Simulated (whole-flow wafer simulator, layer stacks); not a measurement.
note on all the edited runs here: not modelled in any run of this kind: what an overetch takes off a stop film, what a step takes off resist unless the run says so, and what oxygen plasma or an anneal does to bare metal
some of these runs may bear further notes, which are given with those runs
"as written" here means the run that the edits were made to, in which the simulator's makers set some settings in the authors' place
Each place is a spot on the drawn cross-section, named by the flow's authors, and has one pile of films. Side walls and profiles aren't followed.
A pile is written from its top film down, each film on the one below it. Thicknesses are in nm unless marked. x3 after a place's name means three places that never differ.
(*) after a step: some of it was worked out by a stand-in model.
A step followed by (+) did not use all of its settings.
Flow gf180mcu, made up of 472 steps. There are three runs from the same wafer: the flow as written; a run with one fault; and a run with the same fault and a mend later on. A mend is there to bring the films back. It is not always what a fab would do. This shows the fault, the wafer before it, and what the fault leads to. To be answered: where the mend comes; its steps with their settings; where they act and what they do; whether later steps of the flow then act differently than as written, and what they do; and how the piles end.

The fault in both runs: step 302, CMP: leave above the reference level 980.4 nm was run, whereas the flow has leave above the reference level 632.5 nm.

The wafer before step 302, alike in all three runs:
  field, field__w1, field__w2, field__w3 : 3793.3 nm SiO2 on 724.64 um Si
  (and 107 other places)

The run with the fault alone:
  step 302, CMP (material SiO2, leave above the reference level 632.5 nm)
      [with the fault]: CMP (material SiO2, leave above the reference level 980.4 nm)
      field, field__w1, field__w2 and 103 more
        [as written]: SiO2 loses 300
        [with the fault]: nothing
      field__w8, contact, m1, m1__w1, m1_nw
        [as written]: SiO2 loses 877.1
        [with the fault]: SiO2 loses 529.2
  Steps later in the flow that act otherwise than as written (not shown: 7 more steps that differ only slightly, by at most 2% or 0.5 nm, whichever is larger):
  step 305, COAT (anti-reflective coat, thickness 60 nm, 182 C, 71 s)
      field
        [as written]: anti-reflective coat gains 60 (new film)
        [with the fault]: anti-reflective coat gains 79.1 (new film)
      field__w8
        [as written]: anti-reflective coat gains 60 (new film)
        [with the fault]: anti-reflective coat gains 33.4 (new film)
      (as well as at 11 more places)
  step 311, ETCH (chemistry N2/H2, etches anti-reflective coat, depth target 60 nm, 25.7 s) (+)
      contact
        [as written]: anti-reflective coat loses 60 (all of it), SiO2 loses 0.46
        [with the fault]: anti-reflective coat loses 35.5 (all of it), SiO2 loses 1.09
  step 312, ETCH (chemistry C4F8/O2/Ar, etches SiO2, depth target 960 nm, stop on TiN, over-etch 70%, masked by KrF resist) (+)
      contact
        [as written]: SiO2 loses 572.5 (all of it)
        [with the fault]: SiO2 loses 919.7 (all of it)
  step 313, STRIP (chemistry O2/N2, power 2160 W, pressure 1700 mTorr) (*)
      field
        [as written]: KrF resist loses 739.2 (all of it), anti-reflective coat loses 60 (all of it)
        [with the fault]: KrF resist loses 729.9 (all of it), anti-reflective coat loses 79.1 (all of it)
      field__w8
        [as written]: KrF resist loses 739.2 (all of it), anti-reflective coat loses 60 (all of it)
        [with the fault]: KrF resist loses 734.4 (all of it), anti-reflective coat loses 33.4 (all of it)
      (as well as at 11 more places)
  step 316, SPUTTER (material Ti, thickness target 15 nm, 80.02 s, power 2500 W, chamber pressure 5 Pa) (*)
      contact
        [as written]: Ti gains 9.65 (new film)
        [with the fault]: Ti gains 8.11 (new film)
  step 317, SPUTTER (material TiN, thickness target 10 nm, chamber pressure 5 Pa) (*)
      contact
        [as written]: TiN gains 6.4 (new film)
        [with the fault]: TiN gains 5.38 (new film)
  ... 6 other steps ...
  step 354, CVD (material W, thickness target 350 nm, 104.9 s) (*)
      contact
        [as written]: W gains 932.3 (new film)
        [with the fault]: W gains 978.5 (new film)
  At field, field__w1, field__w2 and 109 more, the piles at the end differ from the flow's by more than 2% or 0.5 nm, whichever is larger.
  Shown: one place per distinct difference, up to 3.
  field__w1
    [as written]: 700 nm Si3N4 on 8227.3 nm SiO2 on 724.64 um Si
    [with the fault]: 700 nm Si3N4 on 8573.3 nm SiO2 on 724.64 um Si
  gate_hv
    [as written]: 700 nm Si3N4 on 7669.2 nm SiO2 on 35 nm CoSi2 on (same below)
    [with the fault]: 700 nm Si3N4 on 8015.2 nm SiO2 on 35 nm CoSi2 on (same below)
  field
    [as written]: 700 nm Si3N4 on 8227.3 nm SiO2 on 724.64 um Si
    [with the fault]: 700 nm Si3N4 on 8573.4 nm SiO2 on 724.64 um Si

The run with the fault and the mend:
  The mend follows step 302.
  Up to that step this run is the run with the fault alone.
  step 302a, CMP (material SiO2, leave above the reference level 632.5 nm) (a further turn of the flow's step 302)
      field, field__w1, field__w2 and 103 more
        SiO2 loses 300
      field__w8, contact, m1, m1__w1, m1_nw
        SiO2 loses 347.9
  Every later step of the flow that is run acts as written at every place that is followed.
  At every place that both follow, the piles at the end match the flow's.
